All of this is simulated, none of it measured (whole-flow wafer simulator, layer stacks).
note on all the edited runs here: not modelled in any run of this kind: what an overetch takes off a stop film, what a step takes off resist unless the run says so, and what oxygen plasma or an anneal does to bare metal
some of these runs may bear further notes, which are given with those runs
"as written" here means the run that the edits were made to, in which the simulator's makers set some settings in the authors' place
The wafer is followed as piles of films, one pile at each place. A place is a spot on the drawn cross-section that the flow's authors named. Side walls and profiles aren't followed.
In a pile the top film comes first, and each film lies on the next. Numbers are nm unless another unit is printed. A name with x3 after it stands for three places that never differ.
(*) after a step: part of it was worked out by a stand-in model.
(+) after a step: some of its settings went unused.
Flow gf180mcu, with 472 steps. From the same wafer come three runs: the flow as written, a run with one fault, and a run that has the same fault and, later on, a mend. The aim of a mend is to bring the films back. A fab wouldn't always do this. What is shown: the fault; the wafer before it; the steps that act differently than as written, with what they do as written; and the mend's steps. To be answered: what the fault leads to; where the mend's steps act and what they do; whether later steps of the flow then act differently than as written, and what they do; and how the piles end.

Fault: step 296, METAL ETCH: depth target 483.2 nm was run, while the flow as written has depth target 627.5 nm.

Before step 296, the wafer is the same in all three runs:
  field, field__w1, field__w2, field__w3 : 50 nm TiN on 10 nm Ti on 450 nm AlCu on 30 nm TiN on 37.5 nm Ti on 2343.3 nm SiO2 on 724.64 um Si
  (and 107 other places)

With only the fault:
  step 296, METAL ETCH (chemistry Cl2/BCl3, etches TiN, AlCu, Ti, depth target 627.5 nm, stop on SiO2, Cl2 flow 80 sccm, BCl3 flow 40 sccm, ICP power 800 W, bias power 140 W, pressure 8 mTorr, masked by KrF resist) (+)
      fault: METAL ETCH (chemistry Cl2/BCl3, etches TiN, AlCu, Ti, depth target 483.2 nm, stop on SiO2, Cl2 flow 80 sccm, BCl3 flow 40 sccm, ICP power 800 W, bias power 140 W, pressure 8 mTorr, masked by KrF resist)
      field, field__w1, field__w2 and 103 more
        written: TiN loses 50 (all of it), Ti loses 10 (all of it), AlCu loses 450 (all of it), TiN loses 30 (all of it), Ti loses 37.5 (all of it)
        fault: TiN loses 50 (all of it), Ti loses 10 (all of it), AlCu loses 423.2
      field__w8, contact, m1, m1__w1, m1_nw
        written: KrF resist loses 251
        fault: KrF resist loses 193.3
  Steps later in the flow that act otherwise than as written:
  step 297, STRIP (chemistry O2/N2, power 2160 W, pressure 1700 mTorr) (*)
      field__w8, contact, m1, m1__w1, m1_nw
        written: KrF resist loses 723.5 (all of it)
        fault: KrF resist loses 781.2 (all of it)
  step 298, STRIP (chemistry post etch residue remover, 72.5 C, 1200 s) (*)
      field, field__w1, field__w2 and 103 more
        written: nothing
        fault: AlCu loses 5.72
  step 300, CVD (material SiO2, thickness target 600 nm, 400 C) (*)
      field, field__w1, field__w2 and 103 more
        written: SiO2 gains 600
        fault: SiO2 gains 600 (new film)
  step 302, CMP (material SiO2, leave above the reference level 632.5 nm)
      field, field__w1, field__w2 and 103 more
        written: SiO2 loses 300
        fault: SiO2 loses 388.6
  By the end, the piles at field, field__w1, field__w2 and 104 more depart from the flow's by more than 2% or 0.5 nm, whichever is larger.
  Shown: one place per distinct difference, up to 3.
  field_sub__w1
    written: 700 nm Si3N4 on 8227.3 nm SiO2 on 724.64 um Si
    fault: 700 nm Si3N4 on 5795.4 nm SiO2 on 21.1 nm AlCu on 30 nm TiN on 37.5 nm Ti on 2343.2 nm SiO2 on 724.64 um Si
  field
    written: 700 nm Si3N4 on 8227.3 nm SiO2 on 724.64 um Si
    fault: 700 nm Si3N4 on 5795.4 nm SiO2 on 21.1 nm AlCu on 30 nm TiN on 37.5 nm Ti on 2343.3 nm SiO2 on 724.64 um Si
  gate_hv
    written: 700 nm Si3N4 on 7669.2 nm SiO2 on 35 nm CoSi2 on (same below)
    fault: 700 nm Si3N4 on 5795.4 nm SiO2 on 21.1 nm AlCu on 30 nm TiN on 37.5 nm Ti on 1785.1 nm SiO2 on 35 nm CoSi2 on (same below)

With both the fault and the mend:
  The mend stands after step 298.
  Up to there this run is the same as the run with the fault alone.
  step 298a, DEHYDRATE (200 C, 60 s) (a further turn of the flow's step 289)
      alters no film at any place that is followed
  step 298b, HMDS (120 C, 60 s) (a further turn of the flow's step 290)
      alters no film at any place that is followed
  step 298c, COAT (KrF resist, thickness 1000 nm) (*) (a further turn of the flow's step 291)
      iso_ptap_pw, iso_ntap_nw, iso_nw_fld and 33 more
        KrF resist gains 1000 (new film)
      field_sub, field_sub__w1, field_sub__w2 and 12 more
        KrF resist gains 1002.8 (new film)
      field__w11, field__w13, p_well and 8 more
        KrF resist gains 1003.2 (new film)
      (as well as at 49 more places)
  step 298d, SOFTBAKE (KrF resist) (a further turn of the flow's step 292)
      alters no film at any place that is followed
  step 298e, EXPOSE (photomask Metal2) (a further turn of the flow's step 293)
      alters no film at any place that is followed
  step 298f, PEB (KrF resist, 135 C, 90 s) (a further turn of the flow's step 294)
      field__w1, field__w2, field__w3 and 56 more
        KrF resist loses 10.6
      iso_ptap_pw, iso_ntap_nw, iso_nw_fld and 33 more
        KrF resist loses 10.5
      gate_hv, sd_p, polyc_n, polyc_n_rim
        KrF resist loses 10.7
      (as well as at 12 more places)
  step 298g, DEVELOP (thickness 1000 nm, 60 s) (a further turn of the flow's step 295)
      iso_ptap_pw, iso_ntap_nw, iso_nw_fld and 33 more
        KrF resist loses 989.5 (all of it)
      field_sub, field_sub__w1, field_sub__w2 and 9 more
        KrF resist loses 992.2 (all of it)
      field__w13, p_well, sti and 7 more
        KrF resist loses 992.6 (all of it)
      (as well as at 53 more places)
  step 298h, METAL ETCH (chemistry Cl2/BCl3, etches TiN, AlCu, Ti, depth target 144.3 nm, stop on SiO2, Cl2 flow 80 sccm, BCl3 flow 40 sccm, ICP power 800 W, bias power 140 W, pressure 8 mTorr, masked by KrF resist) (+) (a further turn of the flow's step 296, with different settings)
      field, field__w1, field__w2 and 103 more
        AlCu loses 21.1 (all of it), TiN loses 30 (all of it), Ti loses 37.5 (all of it)
      field__w8, contact, m1, m1__w1, m1_nw
        KrF resist loses 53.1
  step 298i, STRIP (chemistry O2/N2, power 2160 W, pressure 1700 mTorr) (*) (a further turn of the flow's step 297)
      field__w8
        KrF resist loses 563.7 (all of it)
      contact
        KrF resist loses 561.6 (all of it)
      m1
        KrF resist loses 564.5 (all of it)
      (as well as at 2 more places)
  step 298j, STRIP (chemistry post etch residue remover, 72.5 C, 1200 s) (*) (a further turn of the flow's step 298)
      field__w8, contact, m1, m1__w1, m1_nw
        TiN loses 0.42
  None of the later steps of the flow differs from how it acts as written, at any place that is followed, by more than 2% or 0.5 nm, whichever is larger.
  The piles end only slightly different from the flow's at the places that both follow, by no more than 2% or 0.5 nm, whichever is larger.
